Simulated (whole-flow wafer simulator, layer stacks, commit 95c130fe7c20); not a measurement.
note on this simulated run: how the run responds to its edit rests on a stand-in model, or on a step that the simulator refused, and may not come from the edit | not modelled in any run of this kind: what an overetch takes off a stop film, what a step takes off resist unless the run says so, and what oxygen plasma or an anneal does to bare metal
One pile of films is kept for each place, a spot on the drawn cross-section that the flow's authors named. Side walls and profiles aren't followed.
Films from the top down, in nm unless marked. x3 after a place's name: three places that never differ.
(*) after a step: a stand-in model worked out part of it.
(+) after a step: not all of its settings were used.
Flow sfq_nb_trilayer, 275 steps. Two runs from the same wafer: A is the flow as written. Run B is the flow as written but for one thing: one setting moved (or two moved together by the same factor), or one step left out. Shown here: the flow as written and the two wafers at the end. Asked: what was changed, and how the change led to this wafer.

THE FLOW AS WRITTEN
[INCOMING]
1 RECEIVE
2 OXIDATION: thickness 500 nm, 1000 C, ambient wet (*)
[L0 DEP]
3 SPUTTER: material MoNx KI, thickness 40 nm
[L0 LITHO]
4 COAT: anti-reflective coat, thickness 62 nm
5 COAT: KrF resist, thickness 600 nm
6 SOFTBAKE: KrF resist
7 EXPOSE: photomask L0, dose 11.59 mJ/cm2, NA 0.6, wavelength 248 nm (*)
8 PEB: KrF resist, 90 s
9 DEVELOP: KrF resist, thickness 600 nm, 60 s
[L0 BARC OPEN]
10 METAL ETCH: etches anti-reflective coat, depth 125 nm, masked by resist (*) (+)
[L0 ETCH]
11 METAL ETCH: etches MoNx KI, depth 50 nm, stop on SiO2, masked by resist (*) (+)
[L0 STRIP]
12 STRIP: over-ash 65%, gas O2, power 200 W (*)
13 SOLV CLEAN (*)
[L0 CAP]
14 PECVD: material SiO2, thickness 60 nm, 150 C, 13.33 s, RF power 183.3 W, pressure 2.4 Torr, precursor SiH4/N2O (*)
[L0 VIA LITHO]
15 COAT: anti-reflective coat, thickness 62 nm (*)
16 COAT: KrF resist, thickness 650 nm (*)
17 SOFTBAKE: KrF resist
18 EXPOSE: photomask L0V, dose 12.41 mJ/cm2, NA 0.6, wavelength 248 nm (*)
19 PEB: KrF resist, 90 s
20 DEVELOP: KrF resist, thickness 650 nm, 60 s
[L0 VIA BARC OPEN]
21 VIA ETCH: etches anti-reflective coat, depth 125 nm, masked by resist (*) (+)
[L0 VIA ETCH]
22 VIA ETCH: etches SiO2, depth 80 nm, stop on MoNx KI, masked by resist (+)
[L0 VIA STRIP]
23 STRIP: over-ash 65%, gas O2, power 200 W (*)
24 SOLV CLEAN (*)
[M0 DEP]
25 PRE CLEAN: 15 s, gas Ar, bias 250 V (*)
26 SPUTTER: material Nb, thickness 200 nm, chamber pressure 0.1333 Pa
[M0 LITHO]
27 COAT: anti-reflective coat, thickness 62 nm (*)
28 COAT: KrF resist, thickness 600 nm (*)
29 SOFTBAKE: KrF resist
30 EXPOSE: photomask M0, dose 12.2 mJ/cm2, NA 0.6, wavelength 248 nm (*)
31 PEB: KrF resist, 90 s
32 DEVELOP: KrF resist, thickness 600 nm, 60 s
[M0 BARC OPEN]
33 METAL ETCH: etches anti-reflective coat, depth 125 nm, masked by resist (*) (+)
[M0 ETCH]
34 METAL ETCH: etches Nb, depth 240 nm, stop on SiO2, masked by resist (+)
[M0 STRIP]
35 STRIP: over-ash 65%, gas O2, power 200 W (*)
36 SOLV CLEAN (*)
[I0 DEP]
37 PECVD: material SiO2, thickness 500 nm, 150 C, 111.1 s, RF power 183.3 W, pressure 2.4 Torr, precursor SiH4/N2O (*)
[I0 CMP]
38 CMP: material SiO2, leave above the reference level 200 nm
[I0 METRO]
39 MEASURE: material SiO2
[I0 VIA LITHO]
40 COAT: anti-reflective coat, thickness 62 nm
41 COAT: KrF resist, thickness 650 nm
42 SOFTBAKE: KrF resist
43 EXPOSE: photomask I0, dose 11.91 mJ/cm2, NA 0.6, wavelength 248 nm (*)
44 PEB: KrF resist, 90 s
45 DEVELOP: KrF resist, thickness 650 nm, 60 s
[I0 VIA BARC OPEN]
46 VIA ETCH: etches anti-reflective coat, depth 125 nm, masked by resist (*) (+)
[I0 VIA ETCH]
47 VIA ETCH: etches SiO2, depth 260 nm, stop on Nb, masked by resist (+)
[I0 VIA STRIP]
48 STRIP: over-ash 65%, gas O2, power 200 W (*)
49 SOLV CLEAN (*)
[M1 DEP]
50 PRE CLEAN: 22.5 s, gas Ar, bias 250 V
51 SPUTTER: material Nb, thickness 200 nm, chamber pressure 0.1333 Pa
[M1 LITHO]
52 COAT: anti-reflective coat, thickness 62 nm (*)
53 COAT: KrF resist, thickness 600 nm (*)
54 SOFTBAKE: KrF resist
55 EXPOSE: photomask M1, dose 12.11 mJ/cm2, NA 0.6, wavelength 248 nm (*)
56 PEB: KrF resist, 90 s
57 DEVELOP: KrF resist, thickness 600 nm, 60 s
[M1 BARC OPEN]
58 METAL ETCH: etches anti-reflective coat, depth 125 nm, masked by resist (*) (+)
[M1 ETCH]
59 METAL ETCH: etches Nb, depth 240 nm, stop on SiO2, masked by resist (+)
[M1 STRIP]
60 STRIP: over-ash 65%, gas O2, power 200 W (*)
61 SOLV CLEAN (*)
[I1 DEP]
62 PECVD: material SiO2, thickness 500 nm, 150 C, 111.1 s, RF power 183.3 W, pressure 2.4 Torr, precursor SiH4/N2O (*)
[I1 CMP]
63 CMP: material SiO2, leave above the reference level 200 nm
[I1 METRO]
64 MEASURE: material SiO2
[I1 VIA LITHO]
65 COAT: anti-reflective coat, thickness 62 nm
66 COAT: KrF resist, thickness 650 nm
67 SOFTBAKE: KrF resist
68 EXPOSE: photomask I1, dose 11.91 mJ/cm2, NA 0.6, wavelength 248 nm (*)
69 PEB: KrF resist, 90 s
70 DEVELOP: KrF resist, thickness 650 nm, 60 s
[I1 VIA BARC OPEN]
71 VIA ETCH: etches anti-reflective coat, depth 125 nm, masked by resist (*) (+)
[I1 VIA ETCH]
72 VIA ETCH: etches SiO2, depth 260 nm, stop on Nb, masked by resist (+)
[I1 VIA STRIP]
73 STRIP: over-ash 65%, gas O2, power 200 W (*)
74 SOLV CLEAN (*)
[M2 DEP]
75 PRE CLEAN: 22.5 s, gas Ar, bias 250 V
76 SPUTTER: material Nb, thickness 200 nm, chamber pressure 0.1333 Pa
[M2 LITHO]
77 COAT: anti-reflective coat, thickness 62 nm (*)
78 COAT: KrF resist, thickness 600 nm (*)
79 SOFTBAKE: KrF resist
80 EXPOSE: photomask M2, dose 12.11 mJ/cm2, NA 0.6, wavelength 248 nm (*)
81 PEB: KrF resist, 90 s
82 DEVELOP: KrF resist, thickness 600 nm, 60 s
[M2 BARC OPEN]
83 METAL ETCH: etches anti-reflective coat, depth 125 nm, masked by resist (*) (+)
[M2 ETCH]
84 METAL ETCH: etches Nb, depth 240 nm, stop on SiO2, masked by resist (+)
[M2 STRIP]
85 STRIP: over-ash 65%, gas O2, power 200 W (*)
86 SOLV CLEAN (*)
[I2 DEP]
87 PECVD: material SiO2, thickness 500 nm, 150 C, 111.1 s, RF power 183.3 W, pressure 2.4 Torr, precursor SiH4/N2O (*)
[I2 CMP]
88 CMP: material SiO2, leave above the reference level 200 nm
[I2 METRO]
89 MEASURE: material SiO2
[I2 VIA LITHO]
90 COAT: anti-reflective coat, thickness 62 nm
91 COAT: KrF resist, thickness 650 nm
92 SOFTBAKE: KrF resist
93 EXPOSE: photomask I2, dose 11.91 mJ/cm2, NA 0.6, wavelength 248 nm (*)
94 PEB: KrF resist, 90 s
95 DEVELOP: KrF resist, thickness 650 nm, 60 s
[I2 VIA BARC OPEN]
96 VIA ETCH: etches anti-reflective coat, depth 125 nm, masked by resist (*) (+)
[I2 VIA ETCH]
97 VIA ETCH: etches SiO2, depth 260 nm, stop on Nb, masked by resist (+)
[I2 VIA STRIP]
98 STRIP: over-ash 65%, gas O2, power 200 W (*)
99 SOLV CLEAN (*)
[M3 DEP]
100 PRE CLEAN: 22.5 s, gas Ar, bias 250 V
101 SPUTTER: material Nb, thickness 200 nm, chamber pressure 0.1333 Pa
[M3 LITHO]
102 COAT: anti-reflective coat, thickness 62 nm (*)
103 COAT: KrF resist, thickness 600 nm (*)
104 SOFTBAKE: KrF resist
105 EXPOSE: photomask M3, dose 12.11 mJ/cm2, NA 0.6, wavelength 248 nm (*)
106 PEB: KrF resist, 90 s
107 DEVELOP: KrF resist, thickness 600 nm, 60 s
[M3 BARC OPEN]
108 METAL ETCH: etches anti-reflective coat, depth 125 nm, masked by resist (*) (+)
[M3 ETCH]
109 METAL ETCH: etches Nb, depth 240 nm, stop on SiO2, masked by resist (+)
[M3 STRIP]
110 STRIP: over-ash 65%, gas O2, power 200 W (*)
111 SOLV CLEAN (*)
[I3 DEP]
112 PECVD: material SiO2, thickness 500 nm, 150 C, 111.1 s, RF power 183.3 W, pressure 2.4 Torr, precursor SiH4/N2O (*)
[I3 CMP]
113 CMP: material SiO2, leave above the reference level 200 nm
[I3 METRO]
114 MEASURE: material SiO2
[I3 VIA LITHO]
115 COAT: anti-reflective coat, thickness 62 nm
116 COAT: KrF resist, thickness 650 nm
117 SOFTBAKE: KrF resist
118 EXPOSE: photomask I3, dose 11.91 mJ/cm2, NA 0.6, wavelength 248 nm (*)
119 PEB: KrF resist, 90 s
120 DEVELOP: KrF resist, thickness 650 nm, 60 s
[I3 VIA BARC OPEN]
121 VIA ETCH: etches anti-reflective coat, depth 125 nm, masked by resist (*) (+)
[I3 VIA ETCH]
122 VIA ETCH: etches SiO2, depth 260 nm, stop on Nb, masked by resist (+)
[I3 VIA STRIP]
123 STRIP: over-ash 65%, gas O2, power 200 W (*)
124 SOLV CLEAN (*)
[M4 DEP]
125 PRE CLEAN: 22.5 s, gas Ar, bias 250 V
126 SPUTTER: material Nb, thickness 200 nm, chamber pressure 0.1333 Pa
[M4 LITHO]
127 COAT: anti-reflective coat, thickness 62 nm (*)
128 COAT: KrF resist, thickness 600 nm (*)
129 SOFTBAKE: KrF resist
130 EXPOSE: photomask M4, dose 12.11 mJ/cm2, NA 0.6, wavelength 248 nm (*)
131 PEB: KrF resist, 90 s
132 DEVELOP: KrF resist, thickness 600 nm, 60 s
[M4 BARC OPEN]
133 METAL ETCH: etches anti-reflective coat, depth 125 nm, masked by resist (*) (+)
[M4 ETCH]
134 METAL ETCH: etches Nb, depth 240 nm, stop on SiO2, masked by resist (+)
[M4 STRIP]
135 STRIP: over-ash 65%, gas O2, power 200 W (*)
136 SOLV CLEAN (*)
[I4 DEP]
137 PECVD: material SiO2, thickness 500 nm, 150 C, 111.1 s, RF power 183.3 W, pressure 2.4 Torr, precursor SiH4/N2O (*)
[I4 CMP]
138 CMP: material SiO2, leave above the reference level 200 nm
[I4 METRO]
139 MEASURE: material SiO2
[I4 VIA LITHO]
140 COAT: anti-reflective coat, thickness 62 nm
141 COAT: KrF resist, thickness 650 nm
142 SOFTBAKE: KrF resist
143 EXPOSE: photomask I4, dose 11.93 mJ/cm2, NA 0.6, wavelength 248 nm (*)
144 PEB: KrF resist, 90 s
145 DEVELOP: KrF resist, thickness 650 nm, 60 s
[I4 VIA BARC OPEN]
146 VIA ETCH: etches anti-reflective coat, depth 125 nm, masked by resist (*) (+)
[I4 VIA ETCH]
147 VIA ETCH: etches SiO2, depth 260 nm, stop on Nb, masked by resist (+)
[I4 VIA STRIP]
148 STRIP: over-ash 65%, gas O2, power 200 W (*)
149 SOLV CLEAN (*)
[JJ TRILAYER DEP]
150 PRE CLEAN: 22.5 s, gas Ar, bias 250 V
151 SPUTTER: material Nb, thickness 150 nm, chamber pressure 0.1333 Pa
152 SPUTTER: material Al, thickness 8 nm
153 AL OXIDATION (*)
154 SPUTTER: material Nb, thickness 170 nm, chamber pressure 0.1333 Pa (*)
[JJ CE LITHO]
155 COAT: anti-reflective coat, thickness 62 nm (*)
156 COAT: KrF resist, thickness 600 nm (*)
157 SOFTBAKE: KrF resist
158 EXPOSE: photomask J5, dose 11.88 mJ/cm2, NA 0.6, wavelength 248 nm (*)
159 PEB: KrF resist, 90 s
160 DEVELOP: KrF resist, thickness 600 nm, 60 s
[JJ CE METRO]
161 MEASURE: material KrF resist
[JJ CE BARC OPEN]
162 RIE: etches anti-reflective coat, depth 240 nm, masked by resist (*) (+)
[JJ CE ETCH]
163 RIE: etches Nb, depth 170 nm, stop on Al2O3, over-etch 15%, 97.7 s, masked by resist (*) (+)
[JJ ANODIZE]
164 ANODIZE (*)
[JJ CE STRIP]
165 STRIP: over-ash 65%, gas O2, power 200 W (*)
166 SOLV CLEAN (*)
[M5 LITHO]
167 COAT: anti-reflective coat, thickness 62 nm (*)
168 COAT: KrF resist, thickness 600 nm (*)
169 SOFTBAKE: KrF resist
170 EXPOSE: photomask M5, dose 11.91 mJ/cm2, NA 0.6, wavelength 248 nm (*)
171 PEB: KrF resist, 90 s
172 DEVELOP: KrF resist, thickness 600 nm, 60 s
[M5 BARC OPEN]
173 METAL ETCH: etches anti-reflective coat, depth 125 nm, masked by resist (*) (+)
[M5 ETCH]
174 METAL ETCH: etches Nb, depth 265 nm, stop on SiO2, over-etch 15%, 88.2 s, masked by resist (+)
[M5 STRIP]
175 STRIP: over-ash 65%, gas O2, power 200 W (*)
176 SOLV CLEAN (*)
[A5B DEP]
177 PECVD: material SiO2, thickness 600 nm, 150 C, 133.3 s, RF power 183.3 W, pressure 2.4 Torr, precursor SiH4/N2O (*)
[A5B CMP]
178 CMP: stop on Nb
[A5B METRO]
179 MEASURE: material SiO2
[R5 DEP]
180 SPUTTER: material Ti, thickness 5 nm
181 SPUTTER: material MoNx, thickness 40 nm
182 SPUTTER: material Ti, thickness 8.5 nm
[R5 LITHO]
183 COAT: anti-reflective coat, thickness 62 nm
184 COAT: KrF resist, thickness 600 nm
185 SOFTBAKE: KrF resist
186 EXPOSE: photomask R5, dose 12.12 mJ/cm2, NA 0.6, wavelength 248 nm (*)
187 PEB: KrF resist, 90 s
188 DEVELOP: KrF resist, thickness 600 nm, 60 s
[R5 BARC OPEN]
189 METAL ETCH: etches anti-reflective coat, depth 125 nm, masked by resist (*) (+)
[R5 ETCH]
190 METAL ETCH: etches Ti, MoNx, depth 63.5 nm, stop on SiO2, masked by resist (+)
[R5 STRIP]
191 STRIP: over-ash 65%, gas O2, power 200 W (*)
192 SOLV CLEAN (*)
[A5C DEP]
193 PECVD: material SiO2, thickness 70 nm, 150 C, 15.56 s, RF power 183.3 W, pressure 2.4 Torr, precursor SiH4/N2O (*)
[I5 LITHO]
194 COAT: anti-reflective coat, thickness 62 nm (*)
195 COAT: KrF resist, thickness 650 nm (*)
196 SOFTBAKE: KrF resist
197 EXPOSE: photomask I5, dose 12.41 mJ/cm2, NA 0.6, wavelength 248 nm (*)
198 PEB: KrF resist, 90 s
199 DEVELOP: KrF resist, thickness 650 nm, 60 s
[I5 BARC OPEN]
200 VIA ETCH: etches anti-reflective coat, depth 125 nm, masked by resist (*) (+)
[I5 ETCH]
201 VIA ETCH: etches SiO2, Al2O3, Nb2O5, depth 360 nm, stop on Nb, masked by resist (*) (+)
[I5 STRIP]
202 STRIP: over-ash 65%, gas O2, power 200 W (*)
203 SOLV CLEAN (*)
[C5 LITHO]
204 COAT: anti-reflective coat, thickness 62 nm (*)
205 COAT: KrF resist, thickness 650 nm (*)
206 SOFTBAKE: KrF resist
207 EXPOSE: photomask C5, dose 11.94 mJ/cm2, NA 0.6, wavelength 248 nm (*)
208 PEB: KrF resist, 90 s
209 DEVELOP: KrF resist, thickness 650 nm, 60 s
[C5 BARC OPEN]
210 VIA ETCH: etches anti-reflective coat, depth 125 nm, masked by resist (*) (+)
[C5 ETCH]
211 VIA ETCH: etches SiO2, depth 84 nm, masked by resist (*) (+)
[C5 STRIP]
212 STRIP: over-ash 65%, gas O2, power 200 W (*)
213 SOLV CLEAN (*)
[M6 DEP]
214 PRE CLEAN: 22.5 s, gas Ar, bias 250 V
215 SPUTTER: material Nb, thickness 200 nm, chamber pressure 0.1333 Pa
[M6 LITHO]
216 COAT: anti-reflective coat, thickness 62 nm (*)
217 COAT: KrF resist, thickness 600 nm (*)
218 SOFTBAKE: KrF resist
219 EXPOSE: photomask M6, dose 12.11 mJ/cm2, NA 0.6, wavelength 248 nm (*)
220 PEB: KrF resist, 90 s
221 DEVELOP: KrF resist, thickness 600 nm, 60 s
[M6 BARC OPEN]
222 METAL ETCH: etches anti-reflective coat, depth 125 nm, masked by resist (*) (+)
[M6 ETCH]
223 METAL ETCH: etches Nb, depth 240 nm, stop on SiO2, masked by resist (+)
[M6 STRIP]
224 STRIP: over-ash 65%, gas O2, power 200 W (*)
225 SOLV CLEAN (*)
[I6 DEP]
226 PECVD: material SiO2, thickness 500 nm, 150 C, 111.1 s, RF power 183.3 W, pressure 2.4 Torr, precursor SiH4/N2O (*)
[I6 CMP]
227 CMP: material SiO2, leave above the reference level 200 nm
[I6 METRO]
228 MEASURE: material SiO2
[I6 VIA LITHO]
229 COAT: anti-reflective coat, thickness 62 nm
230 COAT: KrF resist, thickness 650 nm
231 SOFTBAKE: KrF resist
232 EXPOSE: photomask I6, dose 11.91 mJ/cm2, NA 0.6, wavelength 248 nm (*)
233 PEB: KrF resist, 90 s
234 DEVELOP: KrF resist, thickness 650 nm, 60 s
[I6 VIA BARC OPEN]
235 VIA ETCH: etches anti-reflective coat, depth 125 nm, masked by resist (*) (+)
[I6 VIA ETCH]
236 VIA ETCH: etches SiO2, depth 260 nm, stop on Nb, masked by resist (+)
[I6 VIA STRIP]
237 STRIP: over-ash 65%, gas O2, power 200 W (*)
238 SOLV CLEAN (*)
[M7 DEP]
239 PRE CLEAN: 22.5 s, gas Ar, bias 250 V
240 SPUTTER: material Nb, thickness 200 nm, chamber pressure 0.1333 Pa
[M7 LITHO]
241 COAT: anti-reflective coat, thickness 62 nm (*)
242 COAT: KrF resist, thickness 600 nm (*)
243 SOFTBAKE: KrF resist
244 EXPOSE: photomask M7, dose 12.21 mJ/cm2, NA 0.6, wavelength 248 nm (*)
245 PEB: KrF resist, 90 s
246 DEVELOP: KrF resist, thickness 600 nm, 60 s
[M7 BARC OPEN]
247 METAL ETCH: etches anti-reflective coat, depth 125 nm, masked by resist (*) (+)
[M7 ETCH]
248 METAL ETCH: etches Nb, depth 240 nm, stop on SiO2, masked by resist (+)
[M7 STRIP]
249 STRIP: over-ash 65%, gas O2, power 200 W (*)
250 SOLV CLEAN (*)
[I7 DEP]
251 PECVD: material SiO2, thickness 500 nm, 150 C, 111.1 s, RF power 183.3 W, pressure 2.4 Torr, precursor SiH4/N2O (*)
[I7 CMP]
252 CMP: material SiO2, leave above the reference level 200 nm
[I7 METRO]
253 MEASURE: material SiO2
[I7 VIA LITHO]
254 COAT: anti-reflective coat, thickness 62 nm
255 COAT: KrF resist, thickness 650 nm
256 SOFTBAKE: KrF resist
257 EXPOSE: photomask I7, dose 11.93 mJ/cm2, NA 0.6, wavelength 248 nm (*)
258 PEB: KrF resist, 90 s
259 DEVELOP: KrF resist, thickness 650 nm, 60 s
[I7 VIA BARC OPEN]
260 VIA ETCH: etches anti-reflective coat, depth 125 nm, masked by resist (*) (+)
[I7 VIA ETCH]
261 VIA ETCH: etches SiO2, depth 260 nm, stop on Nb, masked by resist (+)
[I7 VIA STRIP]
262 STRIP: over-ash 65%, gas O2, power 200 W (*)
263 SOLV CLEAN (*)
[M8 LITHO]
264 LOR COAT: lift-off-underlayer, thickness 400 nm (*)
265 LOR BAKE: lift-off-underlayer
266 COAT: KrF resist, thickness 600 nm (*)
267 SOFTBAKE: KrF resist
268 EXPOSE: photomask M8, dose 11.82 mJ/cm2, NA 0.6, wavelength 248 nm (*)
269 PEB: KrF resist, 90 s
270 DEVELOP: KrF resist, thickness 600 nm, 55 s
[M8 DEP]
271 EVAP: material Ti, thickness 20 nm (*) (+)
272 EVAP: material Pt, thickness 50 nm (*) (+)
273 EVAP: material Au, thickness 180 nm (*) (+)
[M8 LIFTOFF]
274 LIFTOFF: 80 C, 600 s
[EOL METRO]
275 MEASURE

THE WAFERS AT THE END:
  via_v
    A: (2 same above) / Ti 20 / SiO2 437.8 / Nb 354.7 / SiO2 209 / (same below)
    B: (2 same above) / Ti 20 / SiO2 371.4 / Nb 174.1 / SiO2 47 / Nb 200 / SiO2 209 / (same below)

The cause: step 236, VIA ETCH: depth 145.3 nm was run, where the flow has depth 260 nm.

How the change led to this, step by step:
  236 VIA ETCH: etches SiO2, depth 260 nm, stop on Nb, masked by resist (+)
      via_v: A SiO2 -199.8 (all of it) | B SiO2 -145.3
      field_l, v_sur, via_wl and 102 more: A KrF resist -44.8 | B KrF resist -25.1
  237 STRIP: over-ash 65%, gas O2, power 200 W (*)
      field_l, v_sur, via_wl and 102 more: A KrF resist -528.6 (all of it), anti-reflective coat -62 (all of it) | B KrF resist -548.4 (all of it), anti-reflective coat -62 (all of it)
  239 PRE CLEAN: 22.5 s, gas Ar, bias 250 V
      via_v: A Nb -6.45 | B SiO2 -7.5
  240 SPUTTER: material Nb, thickness 200 nm, chamber pressure 0.1333 Pa
      via_v: A Nb +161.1 | B Nb +174.1 (new film)
  241 COAT: anti-reflective coat, thickness 62 nm (*)
      via_v: A anti-reflective coat +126 (new film) | B anti-reflective coat +112.8 (new film)
  242 COAT: KrF resist, thickness 600 nm (*)
      via_v: A KrF resist +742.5 (new film) | B KrF resist +698 (new film)
  249 STRIP: over-ash 65%, gas O2, power 200 W (*)
      via_v: A KrF resist -524.5 (all of it), anti-reflective coat -126 (all of it) | B KrF resist -480.1 (all of it), anti-reflective coat -112.8 (all of it)
  251 PECVD: material SiO2, thickness 500 nm, 150 C, 111.1 s, RF power 183.3 W, pressure 2.4 Torr, precursor SiH4/N2O (*)
      via_v: A SiO2 +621 (new film) | B SiO2 +528.4 (new film)
  252 CMP: material SiO2, leave above the reference level 200 nm
      via_v: A SiO2 -183.1 | B SiO2 -157.1
Counting metal films that touch as one body, via_v has 7 bodies (between them, from the top down: SiO2 371.4; SiO2 47; SiO2 209 / Al2O3 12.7 / Nb2O5 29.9; SiO2 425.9; SiO2 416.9; SiO2 192.5); the flow as written gives 6 bodies (between them, from the top down: SiO2 437.8; SiO2 209 / Al2O3 12.7 / Nb2O5 29.9; SiO2 425.9; SiO2 416.9; SiO2 192.5).
